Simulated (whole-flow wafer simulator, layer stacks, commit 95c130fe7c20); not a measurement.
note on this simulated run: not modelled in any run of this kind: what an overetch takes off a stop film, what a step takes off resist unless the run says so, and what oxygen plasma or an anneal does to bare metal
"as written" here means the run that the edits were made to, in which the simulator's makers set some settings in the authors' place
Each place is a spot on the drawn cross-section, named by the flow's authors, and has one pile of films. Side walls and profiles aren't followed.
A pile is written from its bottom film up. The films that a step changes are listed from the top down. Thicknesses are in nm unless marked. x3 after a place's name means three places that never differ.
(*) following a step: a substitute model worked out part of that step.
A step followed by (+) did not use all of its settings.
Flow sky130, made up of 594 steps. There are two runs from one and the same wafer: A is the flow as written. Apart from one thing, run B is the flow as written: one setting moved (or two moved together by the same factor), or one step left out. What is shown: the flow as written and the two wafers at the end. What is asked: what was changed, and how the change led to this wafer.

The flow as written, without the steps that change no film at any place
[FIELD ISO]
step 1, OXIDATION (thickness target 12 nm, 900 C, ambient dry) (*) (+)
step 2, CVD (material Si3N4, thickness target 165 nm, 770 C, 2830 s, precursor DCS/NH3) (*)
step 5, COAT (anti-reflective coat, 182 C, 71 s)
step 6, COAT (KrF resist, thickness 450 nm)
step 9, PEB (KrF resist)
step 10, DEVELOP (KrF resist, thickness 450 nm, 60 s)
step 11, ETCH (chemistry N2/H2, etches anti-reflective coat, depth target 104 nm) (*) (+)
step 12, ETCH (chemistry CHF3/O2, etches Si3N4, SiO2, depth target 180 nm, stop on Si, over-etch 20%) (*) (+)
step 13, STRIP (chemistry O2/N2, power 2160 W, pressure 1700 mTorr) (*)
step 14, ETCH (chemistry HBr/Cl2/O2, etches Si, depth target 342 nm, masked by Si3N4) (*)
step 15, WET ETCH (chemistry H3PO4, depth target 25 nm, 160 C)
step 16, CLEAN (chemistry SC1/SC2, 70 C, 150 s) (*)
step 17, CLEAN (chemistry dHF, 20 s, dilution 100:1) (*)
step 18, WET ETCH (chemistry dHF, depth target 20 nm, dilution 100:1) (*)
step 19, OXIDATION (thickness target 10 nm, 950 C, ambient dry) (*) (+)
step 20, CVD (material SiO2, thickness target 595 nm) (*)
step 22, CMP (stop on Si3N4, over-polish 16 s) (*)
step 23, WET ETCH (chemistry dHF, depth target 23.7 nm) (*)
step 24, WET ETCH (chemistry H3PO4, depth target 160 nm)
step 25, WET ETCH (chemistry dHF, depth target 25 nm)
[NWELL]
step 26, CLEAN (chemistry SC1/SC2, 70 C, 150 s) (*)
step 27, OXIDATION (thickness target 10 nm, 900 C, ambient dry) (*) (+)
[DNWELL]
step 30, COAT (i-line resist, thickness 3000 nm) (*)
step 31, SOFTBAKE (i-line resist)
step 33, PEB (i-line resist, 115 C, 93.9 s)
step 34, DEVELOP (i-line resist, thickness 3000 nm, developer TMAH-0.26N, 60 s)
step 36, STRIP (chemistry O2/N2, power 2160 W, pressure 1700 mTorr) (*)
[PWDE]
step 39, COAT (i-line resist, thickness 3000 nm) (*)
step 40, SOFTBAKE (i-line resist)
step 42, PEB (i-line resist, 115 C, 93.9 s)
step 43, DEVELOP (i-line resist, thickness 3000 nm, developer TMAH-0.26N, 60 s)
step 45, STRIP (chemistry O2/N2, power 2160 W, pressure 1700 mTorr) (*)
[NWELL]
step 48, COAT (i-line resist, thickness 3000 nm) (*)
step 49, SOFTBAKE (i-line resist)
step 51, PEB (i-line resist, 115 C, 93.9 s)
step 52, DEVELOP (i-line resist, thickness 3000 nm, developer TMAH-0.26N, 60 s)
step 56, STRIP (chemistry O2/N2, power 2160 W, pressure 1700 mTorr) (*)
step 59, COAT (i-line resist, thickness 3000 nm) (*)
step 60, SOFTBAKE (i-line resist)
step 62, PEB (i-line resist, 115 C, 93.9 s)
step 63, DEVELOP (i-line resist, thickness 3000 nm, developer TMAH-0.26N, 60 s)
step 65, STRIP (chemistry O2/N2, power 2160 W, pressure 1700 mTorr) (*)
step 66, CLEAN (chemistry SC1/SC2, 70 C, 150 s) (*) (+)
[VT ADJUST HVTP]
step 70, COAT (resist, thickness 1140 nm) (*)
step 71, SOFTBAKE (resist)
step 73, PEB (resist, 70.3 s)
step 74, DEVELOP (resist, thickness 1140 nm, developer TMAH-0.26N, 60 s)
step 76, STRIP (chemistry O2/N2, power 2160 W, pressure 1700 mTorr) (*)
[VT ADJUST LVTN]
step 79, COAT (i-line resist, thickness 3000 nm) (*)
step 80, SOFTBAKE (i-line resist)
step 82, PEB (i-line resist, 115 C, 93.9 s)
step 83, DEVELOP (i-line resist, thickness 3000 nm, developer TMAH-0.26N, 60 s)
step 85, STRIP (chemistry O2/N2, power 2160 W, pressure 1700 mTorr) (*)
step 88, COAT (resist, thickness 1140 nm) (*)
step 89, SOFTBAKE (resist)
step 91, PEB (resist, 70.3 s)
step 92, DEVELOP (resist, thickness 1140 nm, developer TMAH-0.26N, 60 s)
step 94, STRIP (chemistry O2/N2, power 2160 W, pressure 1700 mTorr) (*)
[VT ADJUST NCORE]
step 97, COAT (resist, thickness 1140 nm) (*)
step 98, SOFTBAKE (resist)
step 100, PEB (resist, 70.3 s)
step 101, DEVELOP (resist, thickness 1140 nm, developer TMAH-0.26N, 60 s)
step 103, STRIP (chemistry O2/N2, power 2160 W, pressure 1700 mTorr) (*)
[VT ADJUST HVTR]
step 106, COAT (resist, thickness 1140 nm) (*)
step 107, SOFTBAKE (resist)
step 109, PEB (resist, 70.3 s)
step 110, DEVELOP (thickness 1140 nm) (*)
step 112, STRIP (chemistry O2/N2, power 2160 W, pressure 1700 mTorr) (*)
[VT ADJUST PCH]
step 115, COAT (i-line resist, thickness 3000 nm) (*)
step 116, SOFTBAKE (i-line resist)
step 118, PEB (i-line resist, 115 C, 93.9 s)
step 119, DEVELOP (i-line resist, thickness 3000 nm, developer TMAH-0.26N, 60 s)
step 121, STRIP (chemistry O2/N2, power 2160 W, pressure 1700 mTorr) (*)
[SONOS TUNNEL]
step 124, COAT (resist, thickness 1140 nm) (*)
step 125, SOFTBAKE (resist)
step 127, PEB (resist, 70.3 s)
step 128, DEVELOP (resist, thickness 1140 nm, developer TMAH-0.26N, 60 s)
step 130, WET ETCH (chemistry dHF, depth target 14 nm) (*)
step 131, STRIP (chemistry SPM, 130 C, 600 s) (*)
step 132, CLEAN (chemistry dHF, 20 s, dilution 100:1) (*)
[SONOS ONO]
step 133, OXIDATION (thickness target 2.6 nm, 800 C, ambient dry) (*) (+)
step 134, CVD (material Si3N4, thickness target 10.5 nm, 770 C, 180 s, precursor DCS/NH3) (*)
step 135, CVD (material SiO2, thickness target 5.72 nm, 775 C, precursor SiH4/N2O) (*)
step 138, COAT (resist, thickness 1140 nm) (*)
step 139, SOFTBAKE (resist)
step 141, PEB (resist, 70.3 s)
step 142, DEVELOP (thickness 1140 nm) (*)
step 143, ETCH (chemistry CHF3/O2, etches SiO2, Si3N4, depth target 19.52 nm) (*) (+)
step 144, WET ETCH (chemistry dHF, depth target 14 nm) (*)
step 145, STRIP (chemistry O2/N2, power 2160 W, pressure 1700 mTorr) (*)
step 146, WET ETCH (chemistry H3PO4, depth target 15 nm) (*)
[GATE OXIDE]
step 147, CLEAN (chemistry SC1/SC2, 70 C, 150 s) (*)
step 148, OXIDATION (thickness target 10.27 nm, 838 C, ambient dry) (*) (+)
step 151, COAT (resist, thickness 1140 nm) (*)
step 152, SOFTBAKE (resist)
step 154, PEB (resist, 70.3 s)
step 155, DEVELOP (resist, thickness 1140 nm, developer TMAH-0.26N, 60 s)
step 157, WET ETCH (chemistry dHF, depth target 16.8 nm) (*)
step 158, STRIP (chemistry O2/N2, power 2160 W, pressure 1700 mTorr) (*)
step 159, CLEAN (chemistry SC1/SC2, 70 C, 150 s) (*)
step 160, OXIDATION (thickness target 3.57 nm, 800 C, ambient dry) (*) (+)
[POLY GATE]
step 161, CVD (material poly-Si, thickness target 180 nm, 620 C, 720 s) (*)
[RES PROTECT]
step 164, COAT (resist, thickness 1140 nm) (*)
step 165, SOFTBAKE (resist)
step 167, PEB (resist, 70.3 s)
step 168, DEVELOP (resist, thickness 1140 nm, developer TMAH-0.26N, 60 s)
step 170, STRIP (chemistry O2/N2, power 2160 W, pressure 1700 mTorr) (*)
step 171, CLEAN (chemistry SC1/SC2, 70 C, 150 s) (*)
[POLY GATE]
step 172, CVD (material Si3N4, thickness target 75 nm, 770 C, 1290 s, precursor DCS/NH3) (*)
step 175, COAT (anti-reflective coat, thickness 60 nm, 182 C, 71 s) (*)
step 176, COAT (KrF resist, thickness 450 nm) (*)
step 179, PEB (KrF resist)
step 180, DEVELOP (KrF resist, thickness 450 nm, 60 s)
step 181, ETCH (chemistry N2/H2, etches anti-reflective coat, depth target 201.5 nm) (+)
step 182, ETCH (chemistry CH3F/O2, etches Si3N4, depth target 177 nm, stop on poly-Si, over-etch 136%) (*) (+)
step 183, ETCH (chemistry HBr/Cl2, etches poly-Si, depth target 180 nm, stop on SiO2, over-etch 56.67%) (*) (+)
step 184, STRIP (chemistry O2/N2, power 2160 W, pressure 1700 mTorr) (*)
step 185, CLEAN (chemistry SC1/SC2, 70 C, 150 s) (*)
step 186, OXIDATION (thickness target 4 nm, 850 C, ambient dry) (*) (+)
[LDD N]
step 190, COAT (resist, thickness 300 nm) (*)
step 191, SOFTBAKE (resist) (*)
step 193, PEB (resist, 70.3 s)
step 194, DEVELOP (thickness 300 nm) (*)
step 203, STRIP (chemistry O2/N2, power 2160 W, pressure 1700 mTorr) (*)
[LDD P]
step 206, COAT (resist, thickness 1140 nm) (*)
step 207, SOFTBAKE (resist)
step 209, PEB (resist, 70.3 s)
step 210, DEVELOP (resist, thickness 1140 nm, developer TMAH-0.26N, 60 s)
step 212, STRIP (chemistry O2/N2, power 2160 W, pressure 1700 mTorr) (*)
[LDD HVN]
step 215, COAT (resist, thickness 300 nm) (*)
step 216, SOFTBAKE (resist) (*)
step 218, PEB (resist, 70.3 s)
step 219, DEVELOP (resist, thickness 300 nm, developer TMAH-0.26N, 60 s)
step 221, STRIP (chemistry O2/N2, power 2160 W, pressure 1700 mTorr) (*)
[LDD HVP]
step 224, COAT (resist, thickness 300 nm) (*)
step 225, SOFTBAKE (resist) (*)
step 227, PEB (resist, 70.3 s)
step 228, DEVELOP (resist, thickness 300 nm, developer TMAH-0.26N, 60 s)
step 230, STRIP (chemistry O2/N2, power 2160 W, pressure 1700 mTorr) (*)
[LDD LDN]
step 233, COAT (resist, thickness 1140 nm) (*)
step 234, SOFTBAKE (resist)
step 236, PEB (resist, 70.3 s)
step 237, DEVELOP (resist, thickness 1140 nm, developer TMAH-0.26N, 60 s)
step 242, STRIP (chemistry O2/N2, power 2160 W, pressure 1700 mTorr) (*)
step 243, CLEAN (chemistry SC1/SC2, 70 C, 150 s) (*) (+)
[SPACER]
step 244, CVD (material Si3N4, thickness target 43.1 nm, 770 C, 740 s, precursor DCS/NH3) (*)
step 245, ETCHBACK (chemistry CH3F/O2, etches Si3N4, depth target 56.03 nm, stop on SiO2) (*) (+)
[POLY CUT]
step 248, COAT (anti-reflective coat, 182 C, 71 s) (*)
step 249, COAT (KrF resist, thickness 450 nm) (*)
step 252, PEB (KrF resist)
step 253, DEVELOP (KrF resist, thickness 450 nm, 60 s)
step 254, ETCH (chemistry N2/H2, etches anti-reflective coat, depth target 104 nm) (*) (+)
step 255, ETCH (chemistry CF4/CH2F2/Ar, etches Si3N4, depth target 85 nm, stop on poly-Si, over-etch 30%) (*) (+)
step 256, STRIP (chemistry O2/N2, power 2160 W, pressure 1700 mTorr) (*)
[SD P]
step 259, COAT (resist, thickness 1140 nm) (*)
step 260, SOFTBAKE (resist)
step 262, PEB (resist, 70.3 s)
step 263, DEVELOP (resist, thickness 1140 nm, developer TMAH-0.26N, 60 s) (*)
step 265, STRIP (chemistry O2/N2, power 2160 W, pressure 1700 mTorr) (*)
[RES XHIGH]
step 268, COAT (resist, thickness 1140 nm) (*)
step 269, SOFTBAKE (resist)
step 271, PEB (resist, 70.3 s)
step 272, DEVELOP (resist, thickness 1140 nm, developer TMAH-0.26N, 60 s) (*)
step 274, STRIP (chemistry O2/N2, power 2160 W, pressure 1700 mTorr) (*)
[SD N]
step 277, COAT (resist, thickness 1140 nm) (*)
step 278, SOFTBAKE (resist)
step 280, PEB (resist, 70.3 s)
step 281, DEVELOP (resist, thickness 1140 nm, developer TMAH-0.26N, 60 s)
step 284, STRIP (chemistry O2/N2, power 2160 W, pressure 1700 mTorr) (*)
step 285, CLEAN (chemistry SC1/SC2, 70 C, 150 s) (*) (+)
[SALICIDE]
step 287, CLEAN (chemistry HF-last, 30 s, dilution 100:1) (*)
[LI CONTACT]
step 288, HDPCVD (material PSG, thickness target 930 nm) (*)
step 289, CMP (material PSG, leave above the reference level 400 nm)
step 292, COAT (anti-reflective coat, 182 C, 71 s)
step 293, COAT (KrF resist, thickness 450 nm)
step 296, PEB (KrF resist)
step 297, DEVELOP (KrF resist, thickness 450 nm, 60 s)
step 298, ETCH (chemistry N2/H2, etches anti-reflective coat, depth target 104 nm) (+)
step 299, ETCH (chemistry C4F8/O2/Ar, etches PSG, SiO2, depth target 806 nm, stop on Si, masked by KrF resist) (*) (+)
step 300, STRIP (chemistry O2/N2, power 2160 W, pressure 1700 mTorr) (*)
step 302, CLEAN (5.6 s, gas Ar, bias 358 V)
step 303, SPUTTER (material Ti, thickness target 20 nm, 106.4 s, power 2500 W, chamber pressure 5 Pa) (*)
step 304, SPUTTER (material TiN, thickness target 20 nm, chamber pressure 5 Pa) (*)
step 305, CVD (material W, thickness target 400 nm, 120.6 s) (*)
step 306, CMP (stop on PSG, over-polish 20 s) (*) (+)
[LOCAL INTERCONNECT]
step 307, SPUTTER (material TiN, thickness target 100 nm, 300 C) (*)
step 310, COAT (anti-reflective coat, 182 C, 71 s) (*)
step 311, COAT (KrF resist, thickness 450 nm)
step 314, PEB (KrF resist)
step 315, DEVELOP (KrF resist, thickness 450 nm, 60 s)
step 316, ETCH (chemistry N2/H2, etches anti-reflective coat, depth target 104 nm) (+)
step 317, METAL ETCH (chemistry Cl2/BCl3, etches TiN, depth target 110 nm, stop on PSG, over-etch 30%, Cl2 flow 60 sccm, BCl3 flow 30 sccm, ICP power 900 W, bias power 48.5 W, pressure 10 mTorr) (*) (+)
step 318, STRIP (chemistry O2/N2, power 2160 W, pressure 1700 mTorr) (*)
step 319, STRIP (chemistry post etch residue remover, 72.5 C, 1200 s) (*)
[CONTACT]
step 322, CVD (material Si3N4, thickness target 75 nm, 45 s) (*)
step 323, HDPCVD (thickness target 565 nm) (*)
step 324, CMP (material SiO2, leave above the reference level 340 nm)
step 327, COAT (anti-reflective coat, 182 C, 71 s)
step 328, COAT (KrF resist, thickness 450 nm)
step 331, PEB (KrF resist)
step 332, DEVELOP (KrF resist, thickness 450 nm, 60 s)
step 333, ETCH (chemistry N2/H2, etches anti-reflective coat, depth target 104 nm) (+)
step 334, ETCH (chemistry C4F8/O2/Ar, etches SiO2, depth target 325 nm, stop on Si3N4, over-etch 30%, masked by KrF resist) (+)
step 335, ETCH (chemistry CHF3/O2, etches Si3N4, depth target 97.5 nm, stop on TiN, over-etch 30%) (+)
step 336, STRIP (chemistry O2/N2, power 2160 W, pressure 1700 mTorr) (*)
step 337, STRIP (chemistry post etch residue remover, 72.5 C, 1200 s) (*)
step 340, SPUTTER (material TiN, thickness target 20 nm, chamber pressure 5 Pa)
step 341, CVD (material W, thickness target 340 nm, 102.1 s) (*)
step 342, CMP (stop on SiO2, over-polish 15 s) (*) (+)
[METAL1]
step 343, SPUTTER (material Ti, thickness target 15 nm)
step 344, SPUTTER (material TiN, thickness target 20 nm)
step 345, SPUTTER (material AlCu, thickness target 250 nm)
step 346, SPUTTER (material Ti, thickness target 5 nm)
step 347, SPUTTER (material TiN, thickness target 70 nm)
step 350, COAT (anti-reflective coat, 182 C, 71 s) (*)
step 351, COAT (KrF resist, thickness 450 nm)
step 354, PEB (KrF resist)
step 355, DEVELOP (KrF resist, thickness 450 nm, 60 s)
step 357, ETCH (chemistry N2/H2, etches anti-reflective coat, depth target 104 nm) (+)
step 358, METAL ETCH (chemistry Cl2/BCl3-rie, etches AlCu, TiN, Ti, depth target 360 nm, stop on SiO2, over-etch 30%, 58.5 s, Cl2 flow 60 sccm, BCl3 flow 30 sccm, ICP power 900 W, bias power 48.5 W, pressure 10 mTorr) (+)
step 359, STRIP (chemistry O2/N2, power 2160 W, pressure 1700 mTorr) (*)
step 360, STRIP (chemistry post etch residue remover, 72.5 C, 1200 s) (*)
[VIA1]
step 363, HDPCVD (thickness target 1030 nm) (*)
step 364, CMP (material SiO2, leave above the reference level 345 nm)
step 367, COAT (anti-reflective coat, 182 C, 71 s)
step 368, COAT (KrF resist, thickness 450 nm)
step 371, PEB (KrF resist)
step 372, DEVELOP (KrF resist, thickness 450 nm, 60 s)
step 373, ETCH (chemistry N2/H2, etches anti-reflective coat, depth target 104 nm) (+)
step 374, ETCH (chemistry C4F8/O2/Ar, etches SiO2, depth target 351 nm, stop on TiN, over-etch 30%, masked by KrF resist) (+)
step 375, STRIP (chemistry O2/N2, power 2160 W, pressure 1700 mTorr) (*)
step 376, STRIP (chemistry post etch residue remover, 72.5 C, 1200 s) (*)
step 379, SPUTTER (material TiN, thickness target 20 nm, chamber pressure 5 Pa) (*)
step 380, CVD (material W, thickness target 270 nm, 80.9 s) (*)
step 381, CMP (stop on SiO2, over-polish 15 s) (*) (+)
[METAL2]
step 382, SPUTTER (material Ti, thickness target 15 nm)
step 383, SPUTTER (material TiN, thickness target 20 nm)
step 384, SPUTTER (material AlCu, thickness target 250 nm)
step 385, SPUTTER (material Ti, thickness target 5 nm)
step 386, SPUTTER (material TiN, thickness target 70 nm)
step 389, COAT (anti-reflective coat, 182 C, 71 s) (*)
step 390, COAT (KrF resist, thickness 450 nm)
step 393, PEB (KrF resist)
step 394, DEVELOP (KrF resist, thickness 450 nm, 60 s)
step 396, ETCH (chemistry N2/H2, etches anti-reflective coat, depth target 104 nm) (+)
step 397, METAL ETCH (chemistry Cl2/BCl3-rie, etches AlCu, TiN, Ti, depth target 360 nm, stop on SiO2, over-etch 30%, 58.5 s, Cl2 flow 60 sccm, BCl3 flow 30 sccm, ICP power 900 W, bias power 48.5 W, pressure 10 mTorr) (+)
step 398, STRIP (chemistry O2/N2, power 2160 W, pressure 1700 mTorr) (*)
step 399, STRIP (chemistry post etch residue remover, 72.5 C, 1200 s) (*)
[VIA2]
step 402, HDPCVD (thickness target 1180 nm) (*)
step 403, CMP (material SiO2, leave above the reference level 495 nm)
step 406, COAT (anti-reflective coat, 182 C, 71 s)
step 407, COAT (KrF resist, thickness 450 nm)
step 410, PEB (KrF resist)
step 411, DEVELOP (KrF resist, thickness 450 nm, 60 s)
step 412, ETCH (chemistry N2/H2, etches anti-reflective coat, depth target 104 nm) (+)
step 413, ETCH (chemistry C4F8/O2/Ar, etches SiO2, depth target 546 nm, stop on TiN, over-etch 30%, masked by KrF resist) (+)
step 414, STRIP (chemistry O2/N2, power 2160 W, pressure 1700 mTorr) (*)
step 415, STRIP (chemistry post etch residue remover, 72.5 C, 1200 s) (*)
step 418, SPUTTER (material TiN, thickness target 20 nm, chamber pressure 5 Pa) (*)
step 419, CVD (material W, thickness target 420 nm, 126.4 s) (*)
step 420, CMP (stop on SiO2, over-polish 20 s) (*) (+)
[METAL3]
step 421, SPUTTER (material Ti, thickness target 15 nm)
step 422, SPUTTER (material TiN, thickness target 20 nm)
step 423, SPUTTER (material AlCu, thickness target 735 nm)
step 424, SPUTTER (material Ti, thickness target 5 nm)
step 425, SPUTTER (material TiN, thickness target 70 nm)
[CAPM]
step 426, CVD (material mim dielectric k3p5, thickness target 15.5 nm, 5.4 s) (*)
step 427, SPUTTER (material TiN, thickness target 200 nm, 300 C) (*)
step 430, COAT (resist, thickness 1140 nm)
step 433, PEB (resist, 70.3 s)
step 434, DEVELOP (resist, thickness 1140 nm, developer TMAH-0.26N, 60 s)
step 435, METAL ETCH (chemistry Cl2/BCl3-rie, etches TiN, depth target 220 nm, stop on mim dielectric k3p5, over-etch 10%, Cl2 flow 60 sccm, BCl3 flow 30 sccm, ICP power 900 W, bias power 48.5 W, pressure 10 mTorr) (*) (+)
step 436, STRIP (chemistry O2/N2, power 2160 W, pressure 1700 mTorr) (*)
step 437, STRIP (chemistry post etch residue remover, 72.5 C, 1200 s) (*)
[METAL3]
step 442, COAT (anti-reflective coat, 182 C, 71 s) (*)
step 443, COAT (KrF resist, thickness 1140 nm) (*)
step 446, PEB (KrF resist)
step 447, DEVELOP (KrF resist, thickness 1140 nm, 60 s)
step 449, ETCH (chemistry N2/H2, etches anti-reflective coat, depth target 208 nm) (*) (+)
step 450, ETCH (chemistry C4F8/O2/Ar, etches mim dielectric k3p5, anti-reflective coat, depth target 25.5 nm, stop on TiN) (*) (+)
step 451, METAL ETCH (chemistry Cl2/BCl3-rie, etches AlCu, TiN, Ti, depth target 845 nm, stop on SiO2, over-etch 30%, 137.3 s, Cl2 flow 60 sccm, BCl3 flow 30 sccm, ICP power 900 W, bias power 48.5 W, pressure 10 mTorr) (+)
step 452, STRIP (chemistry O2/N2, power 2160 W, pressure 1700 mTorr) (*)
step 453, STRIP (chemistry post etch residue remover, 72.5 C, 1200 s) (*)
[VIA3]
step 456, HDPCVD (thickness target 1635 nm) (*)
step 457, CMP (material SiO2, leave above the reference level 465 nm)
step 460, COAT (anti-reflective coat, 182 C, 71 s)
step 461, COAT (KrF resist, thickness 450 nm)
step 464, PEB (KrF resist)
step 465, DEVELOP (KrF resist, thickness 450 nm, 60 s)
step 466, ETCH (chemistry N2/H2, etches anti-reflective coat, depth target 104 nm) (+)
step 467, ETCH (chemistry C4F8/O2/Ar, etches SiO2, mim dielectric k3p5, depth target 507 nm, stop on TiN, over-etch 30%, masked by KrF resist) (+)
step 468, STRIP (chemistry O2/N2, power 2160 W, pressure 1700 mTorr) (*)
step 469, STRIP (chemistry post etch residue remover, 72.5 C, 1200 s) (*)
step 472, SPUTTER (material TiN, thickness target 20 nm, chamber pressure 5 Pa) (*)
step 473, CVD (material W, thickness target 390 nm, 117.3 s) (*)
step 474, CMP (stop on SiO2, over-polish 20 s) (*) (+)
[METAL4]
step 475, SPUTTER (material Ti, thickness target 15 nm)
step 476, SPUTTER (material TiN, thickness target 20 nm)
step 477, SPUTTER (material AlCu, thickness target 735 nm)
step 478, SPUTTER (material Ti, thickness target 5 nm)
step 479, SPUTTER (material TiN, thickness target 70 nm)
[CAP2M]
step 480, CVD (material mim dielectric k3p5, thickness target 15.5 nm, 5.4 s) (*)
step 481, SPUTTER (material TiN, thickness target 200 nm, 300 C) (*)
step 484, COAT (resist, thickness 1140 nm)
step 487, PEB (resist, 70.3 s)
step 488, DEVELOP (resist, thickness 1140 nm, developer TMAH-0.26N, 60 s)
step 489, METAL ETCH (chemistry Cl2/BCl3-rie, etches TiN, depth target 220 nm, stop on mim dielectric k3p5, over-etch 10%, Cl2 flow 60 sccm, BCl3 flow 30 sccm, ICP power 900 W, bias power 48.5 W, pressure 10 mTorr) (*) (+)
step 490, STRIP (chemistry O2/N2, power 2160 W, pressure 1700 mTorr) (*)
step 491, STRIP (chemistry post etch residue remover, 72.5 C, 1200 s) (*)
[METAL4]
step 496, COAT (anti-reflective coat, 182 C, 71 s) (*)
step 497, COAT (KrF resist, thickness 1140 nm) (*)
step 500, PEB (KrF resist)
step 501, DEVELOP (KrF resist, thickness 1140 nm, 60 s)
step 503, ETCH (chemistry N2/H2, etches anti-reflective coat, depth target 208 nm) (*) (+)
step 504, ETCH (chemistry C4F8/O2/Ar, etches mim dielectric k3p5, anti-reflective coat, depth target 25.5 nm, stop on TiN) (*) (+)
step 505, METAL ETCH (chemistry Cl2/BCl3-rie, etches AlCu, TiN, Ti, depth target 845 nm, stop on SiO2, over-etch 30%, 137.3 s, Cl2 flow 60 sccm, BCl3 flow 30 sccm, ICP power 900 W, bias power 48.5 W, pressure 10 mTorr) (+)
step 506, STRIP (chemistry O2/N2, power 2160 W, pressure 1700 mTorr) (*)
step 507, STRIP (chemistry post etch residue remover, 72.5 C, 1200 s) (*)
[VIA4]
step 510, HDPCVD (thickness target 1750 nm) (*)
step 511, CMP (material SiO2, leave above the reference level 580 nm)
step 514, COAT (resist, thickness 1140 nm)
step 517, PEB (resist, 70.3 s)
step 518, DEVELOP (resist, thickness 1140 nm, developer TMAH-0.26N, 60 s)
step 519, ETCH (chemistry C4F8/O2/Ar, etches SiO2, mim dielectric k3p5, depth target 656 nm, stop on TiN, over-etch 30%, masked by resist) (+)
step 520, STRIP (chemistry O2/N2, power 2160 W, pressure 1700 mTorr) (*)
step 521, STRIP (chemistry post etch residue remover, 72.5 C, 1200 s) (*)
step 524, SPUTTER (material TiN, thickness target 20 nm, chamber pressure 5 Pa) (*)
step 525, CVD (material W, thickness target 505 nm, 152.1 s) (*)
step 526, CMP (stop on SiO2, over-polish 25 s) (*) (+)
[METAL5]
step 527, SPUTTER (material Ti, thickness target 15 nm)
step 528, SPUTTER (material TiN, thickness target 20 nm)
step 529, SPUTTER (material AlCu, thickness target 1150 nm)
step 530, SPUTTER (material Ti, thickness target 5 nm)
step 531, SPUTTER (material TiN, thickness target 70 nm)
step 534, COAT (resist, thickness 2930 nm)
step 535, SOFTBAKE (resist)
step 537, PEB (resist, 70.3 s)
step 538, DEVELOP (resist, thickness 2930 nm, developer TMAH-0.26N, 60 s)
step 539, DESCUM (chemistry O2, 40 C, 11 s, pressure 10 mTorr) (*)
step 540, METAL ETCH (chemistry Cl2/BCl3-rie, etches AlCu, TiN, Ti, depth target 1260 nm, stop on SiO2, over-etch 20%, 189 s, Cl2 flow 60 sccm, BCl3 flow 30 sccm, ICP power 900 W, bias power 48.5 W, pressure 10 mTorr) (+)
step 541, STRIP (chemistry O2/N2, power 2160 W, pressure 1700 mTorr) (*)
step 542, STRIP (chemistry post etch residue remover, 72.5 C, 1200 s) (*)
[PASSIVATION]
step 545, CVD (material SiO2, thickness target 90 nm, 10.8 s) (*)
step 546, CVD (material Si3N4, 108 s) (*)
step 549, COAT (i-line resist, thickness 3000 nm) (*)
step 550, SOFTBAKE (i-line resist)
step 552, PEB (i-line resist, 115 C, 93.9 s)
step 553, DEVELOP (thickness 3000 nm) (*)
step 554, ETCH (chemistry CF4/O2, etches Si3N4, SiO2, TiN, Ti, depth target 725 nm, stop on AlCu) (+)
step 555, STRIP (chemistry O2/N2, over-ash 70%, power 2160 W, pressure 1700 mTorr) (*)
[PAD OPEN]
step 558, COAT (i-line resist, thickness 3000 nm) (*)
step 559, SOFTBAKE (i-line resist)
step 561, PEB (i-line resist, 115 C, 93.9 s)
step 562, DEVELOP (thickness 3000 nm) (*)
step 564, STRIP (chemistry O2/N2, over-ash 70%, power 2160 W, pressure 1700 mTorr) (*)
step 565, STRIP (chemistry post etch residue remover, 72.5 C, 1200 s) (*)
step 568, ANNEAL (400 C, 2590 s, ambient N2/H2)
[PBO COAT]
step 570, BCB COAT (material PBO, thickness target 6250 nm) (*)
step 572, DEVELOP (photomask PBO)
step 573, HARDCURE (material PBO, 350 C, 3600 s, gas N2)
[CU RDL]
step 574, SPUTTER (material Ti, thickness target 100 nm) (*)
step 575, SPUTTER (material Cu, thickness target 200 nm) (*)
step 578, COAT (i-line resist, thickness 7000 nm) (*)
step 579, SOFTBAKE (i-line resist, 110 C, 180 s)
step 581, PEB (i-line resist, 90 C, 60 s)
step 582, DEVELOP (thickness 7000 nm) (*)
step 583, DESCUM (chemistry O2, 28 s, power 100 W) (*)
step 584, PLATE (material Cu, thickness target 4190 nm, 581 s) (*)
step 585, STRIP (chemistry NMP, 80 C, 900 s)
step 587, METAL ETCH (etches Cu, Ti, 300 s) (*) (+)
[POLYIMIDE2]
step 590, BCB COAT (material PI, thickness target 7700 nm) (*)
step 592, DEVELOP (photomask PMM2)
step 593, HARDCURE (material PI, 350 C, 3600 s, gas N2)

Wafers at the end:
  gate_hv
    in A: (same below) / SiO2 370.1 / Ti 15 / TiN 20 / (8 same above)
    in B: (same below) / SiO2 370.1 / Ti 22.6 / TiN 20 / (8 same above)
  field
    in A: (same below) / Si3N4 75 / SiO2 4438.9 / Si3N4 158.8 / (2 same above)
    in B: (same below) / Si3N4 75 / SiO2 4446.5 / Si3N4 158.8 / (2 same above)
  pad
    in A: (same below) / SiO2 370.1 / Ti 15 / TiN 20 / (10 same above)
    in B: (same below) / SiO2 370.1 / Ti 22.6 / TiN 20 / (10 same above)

The reason: step 475, SPUTTER: thickness target 22.6 nm was run, whereas the flow has thickness target 15 nm.
The wafer itself shows it: gate_hv has Ti 22.6, and step 475 as written asks for 15 nm.

Step by step, how the change led to this:
  step 475, SPUTTER (material Ti, thickness target 15 nm)
      field, active, n_well and 189 more: A +15 Ti (new film) | B +22.6 Ti (new film)
  step 505, METAL ETCH (chemistry Cl2/BCl3-rie, etches AlCu, TiN, Ti, depth target 845 nm, stop on SiO2, over-etch 30%, 137.3 s, Cl2 flow 60 sccm, BCl3 flow 30 sccm, ICP power 900 W, bias power 48.5 W, pressure 10 mTorr) (+)
      field, gate, spacer and 68 more: A -70 TiN (all of it), -5 Ti (all of it), -735 AlCu (all of it), -20 TiN (all of it), -15 Ti (all of it), -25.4 SiO2 | B -70 TiN (all of it), -5 Ti (all of it), -735 AlCu (all of it), -20 TiN (all of it), -22.6 Ti (all of it), -24.6 SiO2
      active, vpp_iso1, mim_edge_plate and 14 more: A -70 TiN (all of it), -5 Ti (all of it), -735 AlCu (all of it), -20 TiN (all of it), -15 Ti (all of it), -25.3 SiO2 | B -70 TiN (all of it), -5 Ti (all of it), -735 AlCu (all of it), -20 TiN (all of it), -22.6 Ti (all of it), -24.6 SiO2
